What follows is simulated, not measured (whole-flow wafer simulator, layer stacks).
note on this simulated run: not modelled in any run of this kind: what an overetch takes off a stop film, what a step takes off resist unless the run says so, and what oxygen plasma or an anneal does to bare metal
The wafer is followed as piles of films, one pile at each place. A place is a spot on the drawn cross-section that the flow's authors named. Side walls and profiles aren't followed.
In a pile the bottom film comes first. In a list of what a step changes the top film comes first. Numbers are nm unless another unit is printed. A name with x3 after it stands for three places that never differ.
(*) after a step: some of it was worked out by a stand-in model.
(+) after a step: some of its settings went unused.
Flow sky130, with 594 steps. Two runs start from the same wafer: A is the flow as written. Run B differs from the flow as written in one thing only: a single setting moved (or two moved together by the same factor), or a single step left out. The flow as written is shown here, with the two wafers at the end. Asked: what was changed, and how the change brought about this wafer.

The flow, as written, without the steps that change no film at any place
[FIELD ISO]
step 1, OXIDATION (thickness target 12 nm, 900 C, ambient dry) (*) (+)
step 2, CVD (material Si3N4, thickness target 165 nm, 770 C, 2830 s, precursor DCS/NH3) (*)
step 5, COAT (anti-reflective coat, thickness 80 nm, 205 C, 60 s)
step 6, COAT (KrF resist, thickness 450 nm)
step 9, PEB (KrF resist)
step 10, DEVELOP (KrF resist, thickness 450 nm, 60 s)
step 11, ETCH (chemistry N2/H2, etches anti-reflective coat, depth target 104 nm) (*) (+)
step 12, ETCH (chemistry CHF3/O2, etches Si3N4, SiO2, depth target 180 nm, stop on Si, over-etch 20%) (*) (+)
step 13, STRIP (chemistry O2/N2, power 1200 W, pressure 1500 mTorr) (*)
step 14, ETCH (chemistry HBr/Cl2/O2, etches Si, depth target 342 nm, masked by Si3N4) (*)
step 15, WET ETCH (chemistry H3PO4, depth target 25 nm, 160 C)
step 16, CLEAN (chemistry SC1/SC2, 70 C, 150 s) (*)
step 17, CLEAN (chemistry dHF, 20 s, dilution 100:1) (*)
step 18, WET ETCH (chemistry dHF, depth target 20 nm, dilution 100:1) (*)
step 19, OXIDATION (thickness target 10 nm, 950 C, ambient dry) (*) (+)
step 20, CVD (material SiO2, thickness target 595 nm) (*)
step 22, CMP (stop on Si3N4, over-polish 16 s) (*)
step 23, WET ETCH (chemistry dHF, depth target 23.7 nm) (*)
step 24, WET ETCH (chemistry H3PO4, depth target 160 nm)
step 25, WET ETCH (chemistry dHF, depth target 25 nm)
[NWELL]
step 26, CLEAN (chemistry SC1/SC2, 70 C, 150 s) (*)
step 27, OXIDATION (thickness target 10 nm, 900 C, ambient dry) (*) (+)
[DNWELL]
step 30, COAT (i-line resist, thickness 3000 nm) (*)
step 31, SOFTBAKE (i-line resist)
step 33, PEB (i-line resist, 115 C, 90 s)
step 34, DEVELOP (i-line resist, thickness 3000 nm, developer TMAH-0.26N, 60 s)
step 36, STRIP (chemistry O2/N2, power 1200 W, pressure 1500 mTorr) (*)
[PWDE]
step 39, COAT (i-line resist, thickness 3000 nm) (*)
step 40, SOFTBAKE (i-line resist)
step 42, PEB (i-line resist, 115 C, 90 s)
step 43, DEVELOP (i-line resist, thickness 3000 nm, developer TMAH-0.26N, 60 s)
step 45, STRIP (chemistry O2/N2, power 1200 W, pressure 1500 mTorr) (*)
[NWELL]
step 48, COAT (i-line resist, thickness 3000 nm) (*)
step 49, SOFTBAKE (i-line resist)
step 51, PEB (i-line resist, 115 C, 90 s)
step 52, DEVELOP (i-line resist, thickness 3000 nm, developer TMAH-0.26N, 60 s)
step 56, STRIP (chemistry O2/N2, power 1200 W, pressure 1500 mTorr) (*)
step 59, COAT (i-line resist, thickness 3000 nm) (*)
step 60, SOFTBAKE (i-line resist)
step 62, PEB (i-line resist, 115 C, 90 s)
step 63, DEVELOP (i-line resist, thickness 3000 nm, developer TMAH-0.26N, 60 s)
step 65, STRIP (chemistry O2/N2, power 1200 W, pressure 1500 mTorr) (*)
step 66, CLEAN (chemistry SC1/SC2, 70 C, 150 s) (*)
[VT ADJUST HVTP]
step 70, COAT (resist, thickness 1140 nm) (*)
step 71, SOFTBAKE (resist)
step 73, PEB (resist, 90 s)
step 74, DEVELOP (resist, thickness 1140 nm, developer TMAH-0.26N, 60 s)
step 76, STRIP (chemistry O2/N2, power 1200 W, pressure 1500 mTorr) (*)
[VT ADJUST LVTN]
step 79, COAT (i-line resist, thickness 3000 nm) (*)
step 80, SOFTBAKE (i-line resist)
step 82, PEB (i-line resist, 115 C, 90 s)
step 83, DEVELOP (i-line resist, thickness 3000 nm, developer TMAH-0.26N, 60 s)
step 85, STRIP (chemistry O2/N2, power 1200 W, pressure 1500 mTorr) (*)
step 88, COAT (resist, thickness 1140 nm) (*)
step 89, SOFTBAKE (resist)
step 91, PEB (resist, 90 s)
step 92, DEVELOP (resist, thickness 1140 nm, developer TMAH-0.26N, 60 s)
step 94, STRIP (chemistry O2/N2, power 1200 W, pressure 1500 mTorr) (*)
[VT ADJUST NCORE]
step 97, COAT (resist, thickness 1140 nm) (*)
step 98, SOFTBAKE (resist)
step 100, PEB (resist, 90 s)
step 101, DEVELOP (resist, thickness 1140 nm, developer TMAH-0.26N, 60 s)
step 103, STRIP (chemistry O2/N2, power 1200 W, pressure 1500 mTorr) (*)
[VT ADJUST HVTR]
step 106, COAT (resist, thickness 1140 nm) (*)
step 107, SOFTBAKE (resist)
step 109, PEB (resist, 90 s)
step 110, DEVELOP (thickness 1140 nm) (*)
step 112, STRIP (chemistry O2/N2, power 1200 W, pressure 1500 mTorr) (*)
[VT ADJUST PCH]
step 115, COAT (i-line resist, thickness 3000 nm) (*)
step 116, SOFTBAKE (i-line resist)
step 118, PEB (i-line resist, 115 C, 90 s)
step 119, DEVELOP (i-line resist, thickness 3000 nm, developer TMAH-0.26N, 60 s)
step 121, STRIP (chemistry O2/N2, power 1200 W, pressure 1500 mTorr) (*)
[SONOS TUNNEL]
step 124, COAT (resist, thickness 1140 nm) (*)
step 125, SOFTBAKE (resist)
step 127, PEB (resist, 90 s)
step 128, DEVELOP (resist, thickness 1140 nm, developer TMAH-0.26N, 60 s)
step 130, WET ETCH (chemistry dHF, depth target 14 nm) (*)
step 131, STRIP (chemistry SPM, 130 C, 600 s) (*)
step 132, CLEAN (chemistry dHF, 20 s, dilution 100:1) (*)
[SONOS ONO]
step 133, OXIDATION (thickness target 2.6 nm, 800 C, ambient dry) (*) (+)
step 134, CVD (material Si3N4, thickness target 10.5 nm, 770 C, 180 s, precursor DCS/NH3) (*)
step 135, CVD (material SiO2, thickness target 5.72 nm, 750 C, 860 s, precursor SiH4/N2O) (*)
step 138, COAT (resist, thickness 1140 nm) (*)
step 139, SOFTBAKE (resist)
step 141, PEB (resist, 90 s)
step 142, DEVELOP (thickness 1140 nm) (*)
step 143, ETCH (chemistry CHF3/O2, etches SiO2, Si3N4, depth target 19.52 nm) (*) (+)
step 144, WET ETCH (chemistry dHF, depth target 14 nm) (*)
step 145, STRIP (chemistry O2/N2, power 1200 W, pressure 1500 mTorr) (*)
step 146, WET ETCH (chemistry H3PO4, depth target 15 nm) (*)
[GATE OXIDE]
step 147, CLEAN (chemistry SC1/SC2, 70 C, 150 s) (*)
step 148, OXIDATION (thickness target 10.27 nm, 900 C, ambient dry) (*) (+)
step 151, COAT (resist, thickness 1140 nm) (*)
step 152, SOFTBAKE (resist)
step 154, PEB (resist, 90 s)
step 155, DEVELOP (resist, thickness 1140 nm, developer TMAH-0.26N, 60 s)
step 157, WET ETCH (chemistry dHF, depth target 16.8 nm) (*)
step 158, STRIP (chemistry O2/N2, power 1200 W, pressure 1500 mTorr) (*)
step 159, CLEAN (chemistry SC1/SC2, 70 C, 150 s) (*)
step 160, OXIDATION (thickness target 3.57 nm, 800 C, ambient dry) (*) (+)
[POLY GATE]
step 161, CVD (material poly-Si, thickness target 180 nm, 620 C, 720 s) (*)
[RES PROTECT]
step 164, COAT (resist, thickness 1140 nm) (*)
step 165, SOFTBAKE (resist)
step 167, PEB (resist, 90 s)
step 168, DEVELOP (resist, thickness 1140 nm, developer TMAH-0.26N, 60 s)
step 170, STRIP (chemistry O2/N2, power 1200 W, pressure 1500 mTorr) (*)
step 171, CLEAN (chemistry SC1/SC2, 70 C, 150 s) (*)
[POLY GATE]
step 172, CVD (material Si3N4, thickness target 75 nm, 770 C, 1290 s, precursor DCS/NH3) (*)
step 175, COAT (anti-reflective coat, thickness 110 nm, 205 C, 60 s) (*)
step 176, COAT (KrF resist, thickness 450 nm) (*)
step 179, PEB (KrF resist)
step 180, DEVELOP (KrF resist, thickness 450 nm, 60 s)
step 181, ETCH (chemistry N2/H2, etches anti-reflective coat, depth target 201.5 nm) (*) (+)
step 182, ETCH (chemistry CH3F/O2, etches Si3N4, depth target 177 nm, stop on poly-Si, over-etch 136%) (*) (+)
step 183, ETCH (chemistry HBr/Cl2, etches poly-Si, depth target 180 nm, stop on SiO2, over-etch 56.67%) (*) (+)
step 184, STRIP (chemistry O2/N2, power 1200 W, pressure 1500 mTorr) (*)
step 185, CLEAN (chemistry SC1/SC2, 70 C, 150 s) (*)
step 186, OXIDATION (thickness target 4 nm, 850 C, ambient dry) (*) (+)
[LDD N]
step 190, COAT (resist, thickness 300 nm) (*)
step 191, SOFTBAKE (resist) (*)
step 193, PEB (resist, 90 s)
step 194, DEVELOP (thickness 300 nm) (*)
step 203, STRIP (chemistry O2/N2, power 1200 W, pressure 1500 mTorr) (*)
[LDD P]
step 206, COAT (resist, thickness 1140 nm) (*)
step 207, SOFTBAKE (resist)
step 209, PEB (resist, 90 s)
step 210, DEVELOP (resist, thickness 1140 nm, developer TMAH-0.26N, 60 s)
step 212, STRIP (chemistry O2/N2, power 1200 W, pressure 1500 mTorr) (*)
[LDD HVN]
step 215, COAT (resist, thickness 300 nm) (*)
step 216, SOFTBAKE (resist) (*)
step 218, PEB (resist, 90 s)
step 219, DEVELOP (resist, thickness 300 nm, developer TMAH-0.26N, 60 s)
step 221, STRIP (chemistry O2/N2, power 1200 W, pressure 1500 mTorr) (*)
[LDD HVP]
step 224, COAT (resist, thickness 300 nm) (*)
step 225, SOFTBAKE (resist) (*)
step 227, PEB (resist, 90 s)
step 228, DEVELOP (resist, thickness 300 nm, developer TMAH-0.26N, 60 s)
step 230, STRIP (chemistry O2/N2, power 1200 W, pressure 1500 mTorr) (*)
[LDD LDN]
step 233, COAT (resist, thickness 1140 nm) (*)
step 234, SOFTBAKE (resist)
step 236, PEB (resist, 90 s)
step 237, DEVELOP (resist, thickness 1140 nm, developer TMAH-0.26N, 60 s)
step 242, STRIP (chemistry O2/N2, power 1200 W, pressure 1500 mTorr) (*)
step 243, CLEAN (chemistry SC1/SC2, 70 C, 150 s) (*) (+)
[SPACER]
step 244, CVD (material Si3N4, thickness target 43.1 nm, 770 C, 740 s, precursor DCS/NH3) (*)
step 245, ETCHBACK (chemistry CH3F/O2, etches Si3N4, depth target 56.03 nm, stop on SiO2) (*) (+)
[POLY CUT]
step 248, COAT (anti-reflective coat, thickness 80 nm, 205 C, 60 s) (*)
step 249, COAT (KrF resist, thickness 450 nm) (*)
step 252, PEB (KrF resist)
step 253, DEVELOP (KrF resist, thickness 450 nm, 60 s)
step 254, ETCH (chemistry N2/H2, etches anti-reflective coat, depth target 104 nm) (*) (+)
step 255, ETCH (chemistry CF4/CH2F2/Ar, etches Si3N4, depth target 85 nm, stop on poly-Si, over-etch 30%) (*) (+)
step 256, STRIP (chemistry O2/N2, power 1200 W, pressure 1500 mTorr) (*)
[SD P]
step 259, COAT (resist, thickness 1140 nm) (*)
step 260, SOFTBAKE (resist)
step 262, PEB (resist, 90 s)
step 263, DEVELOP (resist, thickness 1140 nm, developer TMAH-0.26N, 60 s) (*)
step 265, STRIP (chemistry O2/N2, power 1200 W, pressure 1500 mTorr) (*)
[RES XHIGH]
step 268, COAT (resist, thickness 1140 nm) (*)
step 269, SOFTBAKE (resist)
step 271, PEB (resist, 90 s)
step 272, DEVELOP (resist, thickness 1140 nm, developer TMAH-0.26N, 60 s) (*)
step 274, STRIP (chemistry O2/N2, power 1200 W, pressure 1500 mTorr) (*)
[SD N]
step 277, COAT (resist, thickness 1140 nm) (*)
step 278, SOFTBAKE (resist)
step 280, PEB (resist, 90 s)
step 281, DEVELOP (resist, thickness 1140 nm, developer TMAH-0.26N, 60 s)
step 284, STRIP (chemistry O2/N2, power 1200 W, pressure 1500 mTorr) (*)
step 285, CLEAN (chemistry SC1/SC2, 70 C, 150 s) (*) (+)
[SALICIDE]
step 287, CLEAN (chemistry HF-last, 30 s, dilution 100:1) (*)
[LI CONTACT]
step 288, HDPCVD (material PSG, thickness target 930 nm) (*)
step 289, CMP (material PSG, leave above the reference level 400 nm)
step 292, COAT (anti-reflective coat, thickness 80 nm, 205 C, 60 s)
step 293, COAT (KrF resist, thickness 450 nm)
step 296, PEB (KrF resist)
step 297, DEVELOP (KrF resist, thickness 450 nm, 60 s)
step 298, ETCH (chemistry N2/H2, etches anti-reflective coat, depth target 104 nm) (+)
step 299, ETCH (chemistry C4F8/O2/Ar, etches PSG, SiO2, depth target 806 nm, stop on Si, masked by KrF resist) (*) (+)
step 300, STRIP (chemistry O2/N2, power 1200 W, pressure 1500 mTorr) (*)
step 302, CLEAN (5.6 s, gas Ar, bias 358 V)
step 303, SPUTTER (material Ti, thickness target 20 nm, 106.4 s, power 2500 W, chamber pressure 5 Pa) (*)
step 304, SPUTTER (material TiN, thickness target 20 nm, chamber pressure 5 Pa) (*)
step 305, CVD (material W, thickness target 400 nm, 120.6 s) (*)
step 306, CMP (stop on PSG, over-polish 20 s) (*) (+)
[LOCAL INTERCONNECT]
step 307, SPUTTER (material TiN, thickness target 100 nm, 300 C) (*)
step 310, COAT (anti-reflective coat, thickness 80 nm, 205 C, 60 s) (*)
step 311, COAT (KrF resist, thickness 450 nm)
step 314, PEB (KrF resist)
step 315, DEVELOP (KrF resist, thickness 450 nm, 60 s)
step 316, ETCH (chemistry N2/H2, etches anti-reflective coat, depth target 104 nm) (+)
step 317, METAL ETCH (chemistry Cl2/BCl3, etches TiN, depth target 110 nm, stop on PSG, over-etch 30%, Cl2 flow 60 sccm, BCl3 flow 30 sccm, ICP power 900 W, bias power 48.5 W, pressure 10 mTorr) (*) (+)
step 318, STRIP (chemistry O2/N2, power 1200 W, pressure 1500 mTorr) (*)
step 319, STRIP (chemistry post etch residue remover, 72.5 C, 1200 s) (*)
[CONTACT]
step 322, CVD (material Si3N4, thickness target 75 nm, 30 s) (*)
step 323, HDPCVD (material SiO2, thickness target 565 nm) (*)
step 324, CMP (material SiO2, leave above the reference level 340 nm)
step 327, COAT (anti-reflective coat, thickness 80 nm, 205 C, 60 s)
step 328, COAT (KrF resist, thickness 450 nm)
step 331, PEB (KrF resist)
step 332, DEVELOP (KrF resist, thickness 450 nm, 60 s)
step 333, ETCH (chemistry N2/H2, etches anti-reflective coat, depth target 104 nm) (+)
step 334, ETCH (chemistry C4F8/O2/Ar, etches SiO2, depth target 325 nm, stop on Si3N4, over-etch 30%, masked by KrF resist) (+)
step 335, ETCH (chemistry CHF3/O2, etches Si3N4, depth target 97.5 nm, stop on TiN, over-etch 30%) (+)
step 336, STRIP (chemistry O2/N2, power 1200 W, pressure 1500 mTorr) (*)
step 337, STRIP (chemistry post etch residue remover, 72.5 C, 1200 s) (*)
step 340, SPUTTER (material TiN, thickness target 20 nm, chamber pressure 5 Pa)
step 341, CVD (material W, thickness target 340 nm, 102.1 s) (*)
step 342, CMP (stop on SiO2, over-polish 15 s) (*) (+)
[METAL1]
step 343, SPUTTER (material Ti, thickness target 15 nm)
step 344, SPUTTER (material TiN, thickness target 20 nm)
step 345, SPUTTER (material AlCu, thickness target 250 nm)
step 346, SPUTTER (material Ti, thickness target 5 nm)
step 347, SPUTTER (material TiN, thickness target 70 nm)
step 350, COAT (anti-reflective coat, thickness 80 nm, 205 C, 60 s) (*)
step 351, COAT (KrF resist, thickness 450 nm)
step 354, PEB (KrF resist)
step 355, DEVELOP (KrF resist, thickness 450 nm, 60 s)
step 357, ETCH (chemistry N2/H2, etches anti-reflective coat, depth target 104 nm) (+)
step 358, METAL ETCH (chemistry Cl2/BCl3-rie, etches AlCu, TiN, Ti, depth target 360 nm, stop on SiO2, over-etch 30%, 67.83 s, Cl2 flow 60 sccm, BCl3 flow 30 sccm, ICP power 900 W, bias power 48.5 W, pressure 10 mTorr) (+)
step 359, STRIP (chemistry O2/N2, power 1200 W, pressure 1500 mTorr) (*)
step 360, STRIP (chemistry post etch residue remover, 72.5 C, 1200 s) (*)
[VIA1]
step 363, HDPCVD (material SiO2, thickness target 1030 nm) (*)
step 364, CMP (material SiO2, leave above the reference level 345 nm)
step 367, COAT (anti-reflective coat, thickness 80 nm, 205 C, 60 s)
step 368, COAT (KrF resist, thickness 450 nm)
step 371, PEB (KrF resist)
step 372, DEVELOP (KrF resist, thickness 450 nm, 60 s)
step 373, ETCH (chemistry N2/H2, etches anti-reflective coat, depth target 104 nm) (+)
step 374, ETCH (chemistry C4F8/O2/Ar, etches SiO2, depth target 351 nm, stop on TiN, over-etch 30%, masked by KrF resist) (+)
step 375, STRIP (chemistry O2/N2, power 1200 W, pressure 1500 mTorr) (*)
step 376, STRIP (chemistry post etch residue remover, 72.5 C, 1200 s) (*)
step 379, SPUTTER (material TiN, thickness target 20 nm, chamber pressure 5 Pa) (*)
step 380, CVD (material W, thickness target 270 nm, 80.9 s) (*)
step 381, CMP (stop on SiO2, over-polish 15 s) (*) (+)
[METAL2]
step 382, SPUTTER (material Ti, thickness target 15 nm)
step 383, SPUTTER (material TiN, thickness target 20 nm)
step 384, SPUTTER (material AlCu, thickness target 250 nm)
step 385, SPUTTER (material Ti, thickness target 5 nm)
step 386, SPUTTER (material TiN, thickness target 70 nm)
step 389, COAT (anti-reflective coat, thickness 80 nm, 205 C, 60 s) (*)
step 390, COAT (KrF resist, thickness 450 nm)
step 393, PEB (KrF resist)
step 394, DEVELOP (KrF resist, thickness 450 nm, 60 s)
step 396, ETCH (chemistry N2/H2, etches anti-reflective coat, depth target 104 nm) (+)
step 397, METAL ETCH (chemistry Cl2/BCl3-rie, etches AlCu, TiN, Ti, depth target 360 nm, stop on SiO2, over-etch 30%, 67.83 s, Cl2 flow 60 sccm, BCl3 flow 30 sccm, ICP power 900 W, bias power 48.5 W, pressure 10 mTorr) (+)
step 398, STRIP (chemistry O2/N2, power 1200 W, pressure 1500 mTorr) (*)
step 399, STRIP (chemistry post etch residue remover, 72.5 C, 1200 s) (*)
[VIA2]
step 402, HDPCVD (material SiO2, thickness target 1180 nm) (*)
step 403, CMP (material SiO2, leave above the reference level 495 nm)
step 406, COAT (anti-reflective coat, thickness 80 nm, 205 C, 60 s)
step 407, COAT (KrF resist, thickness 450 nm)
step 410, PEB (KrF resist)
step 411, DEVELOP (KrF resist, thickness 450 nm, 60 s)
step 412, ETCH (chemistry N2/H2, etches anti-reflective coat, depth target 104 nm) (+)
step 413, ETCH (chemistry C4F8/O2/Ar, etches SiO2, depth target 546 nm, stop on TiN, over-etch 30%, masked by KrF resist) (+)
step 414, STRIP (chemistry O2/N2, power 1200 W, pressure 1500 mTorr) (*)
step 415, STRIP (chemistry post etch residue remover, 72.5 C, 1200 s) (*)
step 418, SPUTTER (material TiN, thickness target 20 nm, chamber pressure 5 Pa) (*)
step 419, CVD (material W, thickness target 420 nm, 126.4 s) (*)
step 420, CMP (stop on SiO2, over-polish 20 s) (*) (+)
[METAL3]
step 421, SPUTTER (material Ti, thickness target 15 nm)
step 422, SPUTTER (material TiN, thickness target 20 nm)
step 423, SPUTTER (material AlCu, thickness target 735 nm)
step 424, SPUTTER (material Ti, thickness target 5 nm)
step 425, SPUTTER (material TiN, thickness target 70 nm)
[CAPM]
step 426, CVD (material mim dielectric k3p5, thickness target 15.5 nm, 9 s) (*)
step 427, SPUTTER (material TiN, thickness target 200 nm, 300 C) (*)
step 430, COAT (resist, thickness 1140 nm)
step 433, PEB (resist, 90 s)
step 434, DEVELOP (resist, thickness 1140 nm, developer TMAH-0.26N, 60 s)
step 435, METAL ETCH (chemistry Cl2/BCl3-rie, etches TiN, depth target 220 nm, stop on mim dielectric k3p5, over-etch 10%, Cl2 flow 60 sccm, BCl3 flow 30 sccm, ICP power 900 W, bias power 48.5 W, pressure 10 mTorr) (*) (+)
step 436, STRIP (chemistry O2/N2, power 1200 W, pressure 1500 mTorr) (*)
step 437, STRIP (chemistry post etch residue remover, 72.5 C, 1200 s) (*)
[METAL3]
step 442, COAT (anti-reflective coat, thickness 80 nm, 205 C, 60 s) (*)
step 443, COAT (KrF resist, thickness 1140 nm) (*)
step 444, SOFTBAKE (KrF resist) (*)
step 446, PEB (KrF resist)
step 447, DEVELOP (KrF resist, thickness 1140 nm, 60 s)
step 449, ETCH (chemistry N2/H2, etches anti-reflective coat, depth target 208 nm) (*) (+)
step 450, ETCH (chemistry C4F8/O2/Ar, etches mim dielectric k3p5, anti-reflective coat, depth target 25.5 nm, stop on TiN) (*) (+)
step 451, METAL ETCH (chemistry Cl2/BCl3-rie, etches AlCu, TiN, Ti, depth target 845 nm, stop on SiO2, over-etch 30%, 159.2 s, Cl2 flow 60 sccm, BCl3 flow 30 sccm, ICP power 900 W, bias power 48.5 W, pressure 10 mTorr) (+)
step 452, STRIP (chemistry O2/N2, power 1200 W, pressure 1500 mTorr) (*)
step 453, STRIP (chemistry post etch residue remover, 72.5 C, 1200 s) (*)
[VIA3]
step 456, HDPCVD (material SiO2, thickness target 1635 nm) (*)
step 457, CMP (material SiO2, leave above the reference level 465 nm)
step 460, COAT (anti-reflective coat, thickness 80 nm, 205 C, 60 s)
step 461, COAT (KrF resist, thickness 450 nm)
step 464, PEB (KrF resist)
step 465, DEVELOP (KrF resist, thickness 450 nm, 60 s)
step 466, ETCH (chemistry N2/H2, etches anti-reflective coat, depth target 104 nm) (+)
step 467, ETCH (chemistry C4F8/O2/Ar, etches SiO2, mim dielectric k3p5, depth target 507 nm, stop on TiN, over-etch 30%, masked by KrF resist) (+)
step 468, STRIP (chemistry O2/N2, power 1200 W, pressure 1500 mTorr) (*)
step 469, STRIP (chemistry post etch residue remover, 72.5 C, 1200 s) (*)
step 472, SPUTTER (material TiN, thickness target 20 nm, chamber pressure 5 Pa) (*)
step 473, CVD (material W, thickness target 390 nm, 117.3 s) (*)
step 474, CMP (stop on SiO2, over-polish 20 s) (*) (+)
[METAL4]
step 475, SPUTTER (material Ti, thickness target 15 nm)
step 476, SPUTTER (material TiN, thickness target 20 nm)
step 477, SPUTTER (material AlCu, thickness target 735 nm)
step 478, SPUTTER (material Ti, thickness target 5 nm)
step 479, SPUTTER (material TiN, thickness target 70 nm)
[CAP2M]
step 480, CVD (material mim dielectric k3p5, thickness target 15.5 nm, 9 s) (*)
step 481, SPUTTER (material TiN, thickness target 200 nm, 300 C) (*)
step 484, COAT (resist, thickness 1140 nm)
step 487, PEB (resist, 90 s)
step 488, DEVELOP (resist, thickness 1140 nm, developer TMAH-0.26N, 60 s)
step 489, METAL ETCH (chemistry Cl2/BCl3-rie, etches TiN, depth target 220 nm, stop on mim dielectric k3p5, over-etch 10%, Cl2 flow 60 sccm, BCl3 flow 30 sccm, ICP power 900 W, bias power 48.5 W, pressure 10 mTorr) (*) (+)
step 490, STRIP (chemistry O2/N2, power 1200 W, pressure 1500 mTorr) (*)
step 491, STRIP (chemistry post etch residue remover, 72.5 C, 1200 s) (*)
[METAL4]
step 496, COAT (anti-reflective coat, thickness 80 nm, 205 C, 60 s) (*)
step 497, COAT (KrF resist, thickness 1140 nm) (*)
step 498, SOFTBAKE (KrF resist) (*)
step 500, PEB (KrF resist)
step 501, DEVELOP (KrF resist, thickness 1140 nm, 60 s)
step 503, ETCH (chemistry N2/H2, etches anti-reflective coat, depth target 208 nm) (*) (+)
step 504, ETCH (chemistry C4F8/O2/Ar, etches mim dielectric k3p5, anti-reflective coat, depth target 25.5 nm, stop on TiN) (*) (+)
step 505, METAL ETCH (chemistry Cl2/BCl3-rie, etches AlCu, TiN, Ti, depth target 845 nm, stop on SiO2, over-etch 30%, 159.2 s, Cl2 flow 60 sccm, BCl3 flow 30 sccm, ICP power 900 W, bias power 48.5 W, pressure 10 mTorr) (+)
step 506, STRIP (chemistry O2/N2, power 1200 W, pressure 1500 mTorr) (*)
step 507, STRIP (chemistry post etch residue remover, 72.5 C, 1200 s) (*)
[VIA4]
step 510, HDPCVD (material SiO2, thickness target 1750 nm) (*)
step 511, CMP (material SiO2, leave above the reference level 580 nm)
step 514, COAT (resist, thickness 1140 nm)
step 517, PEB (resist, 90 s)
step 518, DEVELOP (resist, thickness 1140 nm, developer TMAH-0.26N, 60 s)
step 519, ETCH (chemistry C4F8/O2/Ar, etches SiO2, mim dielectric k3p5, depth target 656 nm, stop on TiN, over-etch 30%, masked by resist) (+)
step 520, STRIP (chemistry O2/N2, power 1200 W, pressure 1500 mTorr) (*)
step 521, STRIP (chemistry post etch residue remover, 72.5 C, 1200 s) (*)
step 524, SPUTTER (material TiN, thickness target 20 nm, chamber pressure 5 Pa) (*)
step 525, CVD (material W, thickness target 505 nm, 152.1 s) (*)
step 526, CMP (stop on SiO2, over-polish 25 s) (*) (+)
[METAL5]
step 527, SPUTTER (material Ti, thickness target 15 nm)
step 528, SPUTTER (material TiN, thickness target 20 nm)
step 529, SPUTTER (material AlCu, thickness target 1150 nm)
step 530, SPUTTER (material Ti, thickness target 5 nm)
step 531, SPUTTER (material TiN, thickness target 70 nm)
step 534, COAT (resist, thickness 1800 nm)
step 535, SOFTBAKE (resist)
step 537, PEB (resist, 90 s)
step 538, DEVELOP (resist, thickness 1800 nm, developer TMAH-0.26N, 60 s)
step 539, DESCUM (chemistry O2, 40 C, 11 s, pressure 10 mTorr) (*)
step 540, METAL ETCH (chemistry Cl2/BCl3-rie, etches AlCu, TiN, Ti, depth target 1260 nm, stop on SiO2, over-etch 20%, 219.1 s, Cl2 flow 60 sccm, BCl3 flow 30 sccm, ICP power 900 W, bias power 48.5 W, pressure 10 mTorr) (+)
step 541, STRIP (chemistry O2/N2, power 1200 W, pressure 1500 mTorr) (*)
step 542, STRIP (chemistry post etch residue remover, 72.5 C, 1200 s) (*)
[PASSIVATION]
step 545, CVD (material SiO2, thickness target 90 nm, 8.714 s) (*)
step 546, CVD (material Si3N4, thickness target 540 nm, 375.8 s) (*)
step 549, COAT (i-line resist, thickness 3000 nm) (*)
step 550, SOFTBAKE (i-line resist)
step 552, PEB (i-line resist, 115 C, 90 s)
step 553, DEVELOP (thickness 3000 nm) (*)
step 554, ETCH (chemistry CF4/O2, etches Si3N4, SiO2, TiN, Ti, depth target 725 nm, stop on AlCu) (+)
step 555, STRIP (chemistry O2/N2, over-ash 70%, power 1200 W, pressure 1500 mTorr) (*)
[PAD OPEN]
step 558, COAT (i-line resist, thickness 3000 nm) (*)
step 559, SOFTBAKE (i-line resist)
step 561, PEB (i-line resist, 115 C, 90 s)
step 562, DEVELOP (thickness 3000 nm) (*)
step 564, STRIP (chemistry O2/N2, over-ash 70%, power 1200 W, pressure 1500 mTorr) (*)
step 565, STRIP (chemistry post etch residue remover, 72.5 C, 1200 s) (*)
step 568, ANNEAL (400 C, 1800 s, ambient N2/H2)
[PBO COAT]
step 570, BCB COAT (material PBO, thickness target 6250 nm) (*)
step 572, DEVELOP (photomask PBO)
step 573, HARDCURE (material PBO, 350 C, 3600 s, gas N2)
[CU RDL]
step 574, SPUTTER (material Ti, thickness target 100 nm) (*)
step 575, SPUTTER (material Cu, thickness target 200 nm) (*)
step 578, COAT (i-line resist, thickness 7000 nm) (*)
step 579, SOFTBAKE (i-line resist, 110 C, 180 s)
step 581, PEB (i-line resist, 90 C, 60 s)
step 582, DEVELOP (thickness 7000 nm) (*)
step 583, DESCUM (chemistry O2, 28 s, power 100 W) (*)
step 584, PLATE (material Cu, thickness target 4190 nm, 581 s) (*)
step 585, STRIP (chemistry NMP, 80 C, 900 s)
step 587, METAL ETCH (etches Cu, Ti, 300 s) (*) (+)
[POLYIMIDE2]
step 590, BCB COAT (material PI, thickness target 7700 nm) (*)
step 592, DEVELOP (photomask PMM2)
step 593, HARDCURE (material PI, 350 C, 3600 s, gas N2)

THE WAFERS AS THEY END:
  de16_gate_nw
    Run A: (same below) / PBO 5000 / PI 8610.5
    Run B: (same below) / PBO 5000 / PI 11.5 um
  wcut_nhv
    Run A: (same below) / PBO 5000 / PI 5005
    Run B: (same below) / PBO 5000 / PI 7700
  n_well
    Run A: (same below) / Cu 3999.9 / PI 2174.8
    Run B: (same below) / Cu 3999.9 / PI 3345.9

The reason: step 593, HARDCURE: material PI, 350 C, 3600 s, gas N2, was not run.

Step by step, how the change led to this:
  (no step that both runs have acts differently)
